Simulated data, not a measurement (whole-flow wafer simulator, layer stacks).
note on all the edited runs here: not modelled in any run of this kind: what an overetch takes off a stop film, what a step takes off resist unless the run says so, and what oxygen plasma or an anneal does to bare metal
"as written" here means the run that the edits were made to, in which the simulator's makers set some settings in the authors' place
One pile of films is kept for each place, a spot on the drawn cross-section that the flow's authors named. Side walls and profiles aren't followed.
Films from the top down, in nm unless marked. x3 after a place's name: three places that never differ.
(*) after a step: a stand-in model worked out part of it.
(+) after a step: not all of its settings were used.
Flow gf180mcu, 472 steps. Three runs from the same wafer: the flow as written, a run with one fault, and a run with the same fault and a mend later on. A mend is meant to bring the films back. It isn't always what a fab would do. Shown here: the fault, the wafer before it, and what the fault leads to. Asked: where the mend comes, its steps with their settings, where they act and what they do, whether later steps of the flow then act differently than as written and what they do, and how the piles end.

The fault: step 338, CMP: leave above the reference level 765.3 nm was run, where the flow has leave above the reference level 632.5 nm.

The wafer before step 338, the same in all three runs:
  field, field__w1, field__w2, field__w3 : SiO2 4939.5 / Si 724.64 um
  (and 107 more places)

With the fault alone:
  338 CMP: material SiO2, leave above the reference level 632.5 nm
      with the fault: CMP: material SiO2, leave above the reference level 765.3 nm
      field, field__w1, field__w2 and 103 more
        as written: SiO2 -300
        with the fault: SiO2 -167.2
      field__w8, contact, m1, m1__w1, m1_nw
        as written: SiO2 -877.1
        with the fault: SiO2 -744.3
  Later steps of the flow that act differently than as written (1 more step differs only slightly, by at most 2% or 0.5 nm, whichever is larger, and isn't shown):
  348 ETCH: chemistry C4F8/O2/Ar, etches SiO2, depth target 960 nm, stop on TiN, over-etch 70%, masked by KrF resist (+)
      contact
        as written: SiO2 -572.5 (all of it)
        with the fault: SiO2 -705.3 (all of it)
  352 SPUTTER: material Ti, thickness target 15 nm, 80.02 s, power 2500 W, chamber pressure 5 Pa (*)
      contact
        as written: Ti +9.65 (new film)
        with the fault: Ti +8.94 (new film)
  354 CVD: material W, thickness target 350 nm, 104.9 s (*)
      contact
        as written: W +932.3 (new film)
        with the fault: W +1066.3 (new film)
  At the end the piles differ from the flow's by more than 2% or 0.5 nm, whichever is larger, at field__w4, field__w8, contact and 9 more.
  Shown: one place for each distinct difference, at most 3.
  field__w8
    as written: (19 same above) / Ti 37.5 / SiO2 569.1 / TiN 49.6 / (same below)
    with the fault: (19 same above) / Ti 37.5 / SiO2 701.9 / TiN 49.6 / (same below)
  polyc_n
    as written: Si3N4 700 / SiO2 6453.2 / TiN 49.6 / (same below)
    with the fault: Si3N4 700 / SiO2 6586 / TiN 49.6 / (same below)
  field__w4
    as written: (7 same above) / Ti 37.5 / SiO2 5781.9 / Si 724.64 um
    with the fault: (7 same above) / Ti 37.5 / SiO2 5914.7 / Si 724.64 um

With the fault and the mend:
  The mend comes after step 338.
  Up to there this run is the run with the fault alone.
  338a CMP: material SiO2, leave above the reference level 632.5 nm (the flow's step 338 once more)
      field, field__w1, field__w2 and 108 more
        SiO2 -132.8
  No later step of the flow acts differently than as written at any place that is followed.
  At the end the piles are the same as the flow's at every place that both follow.
